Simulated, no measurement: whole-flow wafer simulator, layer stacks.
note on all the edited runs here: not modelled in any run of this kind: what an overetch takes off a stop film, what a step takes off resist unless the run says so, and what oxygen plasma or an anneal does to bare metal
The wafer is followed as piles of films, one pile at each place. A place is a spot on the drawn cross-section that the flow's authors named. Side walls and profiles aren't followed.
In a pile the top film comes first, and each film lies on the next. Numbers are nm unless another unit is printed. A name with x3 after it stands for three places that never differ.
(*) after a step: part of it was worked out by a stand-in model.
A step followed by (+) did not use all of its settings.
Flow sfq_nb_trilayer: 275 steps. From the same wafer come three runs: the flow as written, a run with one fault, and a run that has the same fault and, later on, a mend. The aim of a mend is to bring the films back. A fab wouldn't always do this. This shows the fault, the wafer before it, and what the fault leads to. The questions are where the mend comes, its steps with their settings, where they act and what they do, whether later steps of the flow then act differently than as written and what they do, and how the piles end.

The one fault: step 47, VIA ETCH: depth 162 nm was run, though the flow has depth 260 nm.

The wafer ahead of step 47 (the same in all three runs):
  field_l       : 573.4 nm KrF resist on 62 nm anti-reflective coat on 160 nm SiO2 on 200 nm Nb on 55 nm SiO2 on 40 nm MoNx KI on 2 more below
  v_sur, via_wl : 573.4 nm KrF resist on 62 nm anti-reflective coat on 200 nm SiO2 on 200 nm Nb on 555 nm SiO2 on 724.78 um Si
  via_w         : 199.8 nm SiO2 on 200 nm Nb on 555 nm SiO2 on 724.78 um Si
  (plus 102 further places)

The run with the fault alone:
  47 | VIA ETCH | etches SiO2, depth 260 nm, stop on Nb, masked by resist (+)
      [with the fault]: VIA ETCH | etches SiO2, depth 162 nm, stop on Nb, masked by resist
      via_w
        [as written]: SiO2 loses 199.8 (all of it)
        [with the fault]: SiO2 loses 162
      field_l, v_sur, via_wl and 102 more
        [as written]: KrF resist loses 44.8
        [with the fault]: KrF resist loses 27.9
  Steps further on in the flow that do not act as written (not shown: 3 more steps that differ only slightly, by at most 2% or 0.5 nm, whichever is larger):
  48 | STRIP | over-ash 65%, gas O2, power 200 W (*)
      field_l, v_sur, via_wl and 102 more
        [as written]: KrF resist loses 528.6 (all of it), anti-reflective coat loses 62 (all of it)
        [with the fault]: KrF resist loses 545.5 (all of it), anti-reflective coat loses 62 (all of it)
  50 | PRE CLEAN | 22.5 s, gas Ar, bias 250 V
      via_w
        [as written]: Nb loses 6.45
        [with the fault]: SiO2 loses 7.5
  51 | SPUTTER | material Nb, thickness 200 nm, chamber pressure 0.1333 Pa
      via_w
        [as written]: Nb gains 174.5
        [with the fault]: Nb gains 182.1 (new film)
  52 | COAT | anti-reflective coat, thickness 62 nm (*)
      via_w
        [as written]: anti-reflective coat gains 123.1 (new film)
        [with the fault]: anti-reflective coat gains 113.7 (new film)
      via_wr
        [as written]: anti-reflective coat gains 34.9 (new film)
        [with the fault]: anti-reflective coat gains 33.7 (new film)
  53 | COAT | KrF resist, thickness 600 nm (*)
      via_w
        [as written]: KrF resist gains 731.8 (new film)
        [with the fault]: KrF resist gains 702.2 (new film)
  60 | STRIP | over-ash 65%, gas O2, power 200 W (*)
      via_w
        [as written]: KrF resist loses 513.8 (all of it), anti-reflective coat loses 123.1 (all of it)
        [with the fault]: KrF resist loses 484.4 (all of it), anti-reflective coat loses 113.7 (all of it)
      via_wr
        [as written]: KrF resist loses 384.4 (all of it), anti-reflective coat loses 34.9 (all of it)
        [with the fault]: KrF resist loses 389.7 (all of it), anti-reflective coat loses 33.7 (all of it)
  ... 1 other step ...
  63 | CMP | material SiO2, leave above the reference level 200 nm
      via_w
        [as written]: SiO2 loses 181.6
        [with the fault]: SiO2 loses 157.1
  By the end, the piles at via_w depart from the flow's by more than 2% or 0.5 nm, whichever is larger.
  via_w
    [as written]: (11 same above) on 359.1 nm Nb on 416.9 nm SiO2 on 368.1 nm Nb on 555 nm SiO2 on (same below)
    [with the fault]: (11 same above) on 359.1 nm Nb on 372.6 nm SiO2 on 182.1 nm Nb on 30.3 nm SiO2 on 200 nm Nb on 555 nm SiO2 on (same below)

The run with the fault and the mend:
  After step 47 comes the mend.
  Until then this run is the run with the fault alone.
  47a | VIA ETCH | etches SiO2, depth 98 nm, stop on Nb, masked by resist (+) (the flow's step 47, run once more with other settings)
      field_l, v_sur, via_wl and 102 more
        KrF resist loses 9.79
      via_w
        SiO2 loses 37.8 (all of it)
  None of the later steps of the flow differs from how it acts as written, at any place that is followed, by more than 2% or 0.5 nm, whichever is larger.
  By the end, the piles equal the flow's at every place that both follow.
